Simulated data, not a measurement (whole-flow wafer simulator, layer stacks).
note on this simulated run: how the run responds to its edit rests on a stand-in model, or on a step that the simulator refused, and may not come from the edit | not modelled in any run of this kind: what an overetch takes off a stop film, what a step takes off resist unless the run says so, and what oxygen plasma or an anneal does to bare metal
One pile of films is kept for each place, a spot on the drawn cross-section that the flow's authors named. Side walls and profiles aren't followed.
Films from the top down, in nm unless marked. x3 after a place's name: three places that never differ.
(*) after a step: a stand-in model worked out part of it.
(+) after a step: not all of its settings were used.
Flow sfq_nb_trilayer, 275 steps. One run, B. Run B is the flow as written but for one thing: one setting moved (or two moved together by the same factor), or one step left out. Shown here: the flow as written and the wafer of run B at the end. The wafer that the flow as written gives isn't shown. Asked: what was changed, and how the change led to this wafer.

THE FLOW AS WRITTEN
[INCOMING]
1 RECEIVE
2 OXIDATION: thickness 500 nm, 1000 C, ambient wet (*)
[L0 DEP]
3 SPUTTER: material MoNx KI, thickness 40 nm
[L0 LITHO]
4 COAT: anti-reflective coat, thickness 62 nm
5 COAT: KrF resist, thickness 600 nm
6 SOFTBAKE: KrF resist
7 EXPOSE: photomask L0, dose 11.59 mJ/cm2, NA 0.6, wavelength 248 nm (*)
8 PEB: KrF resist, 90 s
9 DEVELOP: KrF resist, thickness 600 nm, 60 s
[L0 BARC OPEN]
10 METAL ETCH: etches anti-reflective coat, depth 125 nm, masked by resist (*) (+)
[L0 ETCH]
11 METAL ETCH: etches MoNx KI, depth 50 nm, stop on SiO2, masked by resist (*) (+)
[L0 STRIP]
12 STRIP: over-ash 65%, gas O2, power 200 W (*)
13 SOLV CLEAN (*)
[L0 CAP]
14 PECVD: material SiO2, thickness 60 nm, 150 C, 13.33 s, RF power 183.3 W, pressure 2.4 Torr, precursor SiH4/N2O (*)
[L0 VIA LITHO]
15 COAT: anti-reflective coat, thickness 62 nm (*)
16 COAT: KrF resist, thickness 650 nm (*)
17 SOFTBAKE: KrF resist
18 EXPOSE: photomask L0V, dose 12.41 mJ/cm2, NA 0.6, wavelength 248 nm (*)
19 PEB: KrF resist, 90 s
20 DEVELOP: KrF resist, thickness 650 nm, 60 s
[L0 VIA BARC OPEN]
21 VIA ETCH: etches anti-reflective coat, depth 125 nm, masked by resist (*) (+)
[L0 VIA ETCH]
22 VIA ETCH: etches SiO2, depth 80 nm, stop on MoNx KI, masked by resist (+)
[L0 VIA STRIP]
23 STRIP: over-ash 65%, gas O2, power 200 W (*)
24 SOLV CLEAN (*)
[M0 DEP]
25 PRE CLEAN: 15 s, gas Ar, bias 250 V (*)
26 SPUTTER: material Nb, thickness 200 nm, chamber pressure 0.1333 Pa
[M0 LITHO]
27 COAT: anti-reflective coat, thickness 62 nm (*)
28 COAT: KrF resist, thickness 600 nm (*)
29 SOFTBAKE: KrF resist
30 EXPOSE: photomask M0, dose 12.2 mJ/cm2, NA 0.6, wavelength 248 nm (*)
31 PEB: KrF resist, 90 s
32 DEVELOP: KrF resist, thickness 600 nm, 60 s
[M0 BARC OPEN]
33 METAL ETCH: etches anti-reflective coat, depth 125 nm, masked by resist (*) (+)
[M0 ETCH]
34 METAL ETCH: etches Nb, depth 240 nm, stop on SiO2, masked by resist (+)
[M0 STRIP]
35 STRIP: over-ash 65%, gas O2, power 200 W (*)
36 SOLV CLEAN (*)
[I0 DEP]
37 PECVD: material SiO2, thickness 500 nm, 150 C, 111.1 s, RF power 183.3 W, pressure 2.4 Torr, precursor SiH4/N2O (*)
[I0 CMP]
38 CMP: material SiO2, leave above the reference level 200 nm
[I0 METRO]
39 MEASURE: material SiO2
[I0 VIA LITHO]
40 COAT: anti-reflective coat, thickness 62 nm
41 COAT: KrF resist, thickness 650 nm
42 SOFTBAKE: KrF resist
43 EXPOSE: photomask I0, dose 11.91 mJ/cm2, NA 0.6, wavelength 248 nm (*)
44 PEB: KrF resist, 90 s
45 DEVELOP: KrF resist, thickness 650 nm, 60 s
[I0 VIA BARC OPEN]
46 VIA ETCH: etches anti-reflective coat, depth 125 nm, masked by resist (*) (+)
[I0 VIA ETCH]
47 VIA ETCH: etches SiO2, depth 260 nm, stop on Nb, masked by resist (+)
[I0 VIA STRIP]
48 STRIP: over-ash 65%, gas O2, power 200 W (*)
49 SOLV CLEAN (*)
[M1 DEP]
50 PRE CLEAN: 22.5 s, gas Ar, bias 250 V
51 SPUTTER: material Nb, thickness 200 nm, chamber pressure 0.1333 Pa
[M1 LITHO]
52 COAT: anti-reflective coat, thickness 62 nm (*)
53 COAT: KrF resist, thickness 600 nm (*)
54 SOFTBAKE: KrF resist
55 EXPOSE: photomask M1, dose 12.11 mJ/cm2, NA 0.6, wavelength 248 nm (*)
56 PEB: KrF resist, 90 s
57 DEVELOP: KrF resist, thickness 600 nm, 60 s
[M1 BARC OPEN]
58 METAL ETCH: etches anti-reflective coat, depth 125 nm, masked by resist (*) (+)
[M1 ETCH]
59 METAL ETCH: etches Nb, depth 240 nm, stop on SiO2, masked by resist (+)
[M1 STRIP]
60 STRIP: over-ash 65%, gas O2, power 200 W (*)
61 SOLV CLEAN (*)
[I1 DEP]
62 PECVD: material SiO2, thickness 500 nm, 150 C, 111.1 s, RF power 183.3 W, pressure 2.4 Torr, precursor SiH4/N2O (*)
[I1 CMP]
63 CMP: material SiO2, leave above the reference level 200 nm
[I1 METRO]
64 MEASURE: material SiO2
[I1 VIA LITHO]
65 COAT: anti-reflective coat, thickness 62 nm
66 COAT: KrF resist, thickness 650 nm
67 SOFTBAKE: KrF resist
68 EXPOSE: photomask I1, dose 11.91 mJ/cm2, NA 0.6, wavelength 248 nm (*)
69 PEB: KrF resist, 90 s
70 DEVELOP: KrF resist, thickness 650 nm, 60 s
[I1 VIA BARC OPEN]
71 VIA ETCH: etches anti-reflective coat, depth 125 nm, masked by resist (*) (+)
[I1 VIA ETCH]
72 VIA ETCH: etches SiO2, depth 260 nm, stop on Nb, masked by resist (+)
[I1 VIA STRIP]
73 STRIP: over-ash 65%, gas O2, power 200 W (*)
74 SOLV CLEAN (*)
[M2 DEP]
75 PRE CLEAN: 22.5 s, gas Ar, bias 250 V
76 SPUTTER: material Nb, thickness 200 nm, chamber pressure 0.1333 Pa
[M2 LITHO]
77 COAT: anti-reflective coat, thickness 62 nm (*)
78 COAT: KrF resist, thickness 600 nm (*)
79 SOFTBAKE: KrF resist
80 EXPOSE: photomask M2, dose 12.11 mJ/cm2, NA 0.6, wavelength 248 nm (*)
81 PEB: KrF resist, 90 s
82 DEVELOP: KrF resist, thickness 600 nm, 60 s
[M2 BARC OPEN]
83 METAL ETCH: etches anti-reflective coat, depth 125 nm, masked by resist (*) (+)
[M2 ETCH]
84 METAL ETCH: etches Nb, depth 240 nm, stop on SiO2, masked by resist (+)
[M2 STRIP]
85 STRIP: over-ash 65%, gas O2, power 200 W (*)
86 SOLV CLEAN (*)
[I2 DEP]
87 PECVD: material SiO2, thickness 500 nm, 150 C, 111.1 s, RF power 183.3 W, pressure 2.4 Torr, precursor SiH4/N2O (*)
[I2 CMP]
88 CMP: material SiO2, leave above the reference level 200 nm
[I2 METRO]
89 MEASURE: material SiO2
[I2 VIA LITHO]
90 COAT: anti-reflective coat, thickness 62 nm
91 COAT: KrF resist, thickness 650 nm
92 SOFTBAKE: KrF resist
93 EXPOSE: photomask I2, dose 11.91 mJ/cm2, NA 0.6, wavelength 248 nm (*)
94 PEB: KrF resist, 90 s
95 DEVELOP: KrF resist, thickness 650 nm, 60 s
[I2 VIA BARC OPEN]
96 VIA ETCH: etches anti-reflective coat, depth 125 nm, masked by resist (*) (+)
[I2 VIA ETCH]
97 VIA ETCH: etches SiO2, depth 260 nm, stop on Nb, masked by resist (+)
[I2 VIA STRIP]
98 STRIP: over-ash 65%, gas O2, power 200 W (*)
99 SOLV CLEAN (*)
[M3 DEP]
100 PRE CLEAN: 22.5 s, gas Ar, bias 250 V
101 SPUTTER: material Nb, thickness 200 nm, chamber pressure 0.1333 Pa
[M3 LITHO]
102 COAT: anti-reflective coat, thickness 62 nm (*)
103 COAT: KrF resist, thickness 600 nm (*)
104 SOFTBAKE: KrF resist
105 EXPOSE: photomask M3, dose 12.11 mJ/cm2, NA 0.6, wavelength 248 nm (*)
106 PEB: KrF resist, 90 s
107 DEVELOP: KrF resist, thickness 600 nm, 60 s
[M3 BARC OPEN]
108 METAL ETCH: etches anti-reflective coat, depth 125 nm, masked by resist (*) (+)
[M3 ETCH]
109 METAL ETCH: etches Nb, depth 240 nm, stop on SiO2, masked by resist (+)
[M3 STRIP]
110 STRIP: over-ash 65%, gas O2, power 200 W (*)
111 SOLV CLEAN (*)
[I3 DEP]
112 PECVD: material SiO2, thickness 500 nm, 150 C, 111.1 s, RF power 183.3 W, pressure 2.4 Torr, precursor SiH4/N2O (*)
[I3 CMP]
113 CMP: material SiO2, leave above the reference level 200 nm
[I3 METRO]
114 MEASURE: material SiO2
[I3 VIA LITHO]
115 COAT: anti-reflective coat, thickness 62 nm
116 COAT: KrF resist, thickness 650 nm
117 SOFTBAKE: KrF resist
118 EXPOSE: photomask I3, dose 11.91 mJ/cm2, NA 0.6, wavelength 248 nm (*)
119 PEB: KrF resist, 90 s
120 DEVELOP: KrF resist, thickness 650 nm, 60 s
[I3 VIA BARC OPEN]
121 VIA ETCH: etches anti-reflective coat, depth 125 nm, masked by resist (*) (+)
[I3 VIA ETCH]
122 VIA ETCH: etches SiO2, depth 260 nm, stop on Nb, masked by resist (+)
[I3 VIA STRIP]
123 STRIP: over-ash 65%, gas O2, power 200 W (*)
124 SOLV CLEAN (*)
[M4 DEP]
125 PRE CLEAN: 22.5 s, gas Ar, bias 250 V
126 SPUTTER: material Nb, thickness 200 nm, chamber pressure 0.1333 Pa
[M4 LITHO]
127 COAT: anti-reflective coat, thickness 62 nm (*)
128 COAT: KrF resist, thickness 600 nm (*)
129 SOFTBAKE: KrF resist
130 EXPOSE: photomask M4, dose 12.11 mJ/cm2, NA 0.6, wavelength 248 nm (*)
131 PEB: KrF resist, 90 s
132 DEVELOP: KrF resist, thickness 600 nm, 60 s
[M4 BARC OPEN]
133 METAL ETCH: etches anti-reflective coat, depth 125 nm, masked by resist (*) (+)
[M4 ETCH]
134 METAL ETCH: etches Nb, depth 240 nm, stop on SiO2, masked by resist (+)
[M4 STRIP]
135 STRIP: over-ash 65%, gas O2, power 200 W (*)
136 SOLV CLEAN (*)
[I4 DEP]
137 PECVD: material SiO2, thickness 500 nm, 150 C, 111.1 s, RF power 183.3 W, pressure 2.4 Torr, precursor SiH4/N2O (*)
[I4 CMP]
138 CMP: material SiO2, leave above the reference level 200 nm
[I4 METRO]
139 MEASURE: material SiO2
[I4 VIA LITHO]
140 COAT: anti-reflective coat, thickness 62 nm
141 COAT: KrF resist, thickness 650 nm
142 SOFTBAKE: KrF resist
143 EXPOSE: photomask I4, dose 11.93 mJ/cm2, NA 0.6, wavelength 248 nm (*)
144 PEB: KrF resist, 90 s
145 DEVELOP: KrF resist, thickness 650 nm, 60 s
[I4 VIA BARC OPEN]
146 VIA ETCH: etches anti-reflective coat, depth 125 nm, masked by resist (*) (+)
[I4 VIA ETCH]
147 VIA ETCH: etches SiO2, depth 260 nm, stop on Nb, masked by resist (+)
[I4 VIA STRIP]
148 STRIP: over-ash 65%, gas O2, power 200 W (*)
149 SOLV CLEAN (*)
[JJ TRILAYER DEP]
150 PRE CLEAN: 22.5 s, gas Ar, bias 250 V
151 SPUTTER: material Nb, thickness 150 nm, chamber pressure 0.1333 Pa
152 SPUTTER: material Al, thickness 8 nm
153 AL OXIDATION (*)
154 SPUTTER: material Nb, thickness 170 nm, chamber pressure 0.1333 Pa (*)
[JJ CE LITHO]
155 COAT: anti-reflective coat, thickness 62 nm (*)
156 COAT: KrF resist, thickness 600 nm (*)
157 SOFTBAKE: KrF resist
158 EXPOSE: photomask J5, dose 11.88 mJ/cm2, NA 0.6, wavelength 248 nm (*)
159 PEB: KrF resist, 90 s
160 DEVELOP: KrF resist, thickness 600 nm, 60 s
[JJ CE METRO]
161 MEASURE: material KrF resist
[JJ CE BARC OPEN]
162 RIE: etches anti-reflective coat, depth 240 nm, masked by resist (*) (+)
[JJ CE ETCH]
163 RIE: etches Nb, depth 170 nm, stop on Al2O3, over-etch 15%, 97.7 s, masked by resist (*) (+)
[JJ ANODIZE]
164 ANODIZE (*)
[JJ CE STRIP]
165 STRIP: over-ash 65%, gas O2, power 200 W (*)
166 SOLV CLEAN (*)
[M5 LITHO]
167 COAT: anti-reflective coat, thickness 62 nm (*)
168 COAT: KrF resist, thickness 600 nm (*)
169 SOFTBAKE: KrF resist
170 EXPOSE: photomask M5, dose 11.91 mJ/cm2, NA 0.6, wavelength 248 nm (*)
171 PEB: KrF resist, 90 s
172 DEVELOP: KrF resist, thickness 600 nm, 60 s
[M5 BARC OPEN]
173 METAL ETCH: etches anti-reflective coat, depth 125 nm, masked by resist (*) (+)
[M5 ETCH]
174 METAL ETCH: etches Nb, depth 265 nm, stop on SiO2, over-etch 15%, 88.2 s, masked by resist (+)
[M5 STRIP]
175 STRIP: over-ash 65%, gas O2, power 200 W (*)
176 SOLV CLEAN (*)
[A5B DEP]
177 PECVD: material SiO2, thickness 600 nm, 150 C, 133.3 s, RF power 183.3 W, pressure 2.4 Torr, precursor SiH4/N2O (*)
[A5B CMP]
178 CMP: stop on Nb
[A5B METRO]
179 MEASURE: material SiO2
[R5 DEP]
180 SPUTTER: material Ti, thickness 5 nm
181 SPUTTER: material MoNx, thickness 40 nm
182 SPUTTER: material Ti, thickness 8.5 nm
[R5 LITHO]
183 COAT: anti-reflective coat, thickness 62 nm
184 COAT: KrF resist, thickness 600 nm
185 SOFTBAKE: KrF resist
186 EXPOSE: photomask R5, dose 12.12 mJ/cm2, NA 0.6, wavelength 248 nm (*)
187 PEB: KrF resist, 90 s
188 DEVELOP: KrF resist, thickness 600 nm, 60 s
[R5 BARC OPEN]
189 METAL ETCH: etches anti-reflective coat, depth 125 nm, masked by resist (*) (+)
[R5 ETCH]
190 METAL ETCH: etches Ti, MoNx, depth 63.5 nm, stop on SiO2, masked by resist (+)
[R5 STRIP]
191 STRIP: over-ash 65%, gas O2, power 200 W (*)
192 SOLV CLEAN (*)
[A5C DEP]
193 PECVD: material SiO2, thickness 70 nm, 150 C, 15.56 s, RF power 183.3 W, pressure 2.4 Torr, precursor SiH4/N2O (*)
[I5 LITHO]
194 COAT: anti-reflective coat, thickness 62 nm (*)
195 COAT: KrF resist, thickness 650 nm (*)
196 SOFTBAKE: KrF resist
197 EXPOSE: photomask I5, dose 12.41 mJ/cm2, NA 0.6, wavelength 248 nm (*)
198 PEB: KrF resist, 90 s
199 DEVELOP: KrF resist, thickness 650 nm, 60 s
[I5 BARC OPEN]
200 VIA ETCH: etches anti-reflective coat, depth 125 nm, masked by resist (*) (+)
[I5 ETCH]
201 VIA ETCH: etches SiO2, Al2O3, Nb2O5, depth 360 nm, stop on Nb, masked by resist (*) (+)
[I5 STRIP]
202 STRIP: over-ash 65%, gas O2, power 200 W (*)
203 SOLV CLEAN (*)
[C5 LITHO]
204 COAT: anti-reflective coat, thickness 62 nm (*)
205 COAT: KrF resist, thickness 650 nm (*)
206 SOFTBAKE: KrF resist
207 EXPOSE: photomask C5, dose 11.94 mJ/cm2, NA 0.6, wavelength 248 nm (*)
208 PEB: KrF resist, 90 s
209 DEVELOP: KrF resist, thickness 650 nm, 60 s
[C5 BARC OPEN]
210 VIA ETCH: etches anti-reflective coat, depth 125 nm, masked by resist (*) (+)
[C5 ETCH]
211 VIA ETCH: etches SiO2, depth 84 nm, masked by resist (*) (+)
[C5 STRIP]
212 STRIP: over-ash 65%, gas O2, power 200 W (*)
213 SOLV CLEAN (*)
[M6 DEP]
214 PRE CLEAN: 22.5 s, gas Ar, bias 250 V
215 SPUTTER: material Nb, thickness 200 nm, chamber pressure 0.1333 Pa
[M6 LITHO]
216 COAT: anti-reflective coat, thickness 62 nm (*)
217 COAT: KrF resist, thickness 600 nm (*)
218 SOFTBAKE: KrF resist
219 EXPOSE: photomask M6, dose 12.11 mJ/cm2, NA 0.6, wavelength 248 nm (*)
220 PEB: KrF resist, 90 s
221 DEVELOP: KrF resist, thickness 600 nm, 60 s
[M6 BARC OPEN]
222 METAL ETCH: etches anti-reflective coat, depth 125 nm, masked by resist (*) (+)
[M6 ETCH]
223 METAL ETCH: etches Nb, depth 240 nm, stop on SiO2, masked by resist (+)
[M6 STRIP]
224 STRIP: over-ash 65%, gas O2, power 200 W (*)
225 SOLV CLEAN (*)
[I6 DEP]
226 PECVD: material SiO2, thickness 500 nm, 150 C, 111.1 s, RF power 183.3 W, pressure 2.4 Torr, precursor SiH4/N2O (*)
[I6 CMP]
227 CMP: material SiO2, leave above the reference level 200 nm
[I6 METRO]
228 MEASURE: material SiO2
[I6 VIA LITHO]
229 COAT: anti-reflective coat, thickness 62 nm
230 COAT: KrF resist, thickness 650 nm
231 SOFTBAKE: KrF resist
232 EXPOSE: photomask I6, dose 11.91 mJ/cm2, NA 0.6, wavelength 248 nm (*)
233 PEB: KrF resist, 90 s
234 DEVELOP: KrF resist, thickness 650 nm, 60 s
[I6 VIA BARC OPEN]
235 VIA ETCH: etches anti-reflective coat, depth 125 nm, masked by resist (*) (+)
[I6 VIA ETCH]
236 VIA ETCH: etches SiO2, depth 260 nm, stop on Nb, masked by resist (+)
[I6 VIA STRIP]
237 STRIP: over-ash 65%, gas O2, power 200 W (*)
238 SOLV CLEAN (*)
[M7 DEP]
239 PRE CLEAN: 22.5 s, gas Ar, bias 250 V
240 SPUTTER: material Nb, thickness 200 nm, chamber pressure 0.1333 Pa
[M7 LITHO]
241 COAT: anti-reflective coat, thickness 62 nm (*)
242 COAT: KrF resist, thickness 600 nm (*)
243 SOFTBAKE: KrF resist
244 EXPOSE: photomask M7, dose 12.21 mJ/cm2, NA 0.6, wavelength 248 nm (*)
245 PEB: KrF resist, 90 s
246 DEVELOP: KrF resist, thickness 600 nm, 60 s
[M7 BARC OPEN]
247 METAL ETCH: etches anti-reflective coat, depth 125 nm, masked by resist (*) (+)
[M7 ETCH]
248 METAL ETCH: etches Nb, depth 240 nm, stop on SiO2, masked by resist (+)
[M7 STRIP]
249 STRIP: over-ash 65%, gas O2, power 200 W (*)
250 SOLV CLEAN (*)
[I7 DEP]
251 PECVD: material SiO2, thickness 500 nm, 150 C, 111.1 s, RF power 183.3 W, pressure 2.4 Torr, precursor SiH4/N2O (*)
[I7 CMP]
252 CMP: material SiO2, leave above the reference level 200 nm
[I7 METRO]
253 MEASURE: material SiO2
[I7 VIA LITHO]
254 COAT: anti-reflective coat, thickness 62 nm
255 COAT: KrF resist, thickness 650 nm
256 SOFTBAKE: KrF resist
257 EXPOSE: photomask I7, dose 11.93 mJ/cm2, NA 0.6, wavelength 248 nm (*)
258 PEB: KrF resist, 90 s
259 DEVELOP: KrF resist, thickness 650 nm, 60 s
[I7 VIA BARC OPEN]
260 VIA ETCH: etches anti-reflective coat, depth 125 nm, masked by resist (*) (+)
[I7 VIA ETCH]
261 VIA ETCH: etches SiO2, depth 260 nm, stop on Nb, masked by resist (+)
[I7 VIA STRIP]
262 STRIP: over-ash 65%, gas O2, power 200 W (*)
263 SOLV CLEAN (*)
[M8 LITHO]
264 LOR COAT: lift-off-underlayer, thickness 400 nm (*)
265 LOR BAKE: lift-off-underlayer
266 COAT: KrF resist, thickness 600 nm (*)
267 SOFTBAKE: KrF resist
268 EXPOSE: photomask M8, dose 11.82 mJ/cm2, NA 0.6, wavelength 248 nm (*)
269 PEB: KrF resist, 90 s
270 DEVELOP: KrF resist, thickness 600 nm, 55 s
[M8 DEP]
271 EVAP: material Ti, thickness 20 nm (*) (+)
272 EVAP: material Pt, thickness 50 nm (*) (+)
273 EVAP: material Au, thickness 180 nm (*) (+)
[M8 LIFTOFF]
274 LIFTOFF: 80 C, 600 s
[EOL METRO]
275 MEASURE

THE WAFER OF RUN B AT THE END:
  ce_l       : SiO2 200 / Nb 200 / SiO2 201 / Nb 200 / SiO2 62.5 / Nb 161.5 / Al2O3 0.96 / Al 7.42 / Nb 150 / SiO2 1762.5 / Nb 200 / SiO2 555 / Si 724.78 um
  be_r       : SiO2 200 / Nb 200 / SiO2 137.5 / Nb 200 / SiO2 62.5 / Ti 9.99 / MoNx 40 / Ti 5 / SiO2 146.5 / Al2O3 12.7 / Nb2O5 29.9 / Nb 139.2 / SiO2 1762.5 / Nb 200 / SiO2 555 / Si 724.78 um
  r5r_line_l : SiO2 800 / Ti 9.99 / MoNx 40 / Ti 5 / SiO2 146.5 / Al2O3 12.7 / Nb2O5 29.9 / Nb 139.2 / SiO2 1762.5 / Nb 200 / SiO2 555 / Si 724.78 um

The cause: step 182, SPUTTER: thickness 9.99 nm was run, where the flow has thickness 8.5 nm.
It can be read off the wafer: be_r has Ti 9.99, and step 182 as written asks for 8.5 nm.

How the change led to this, step by step:
  182 SPUTTER: material Ti, thickness 8.5 nm
      field_l, v_sur, via_wl and 103 more: Ti +9.99 (new film) (as written it would be: Ti +8.5 (new film))
  190 METAL ETCH: etches Ti, MoNx, depth 63.5 nm, stop on SiO2, masked by resist (+)
      field_l, v_sur, via_wl and 92 more: Ti -9.99 (all of it), MoNx -40 (all of it), Ti -5 (all of it) (as written it would be: Ti -8.5 (all of it), MoNx -40 (all of it), Ti -5 (all of it))
      ce_l, c5j, ce_r, wl_jj: Ti -9.99 (all of it), MoNx -40 (all of it), Ti -5 (all of it), Nb -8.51 (as written it would be: Ti -8.5 (all of it), MoNx -40 (all of it), Ti -5 (all of it), Nb -10)
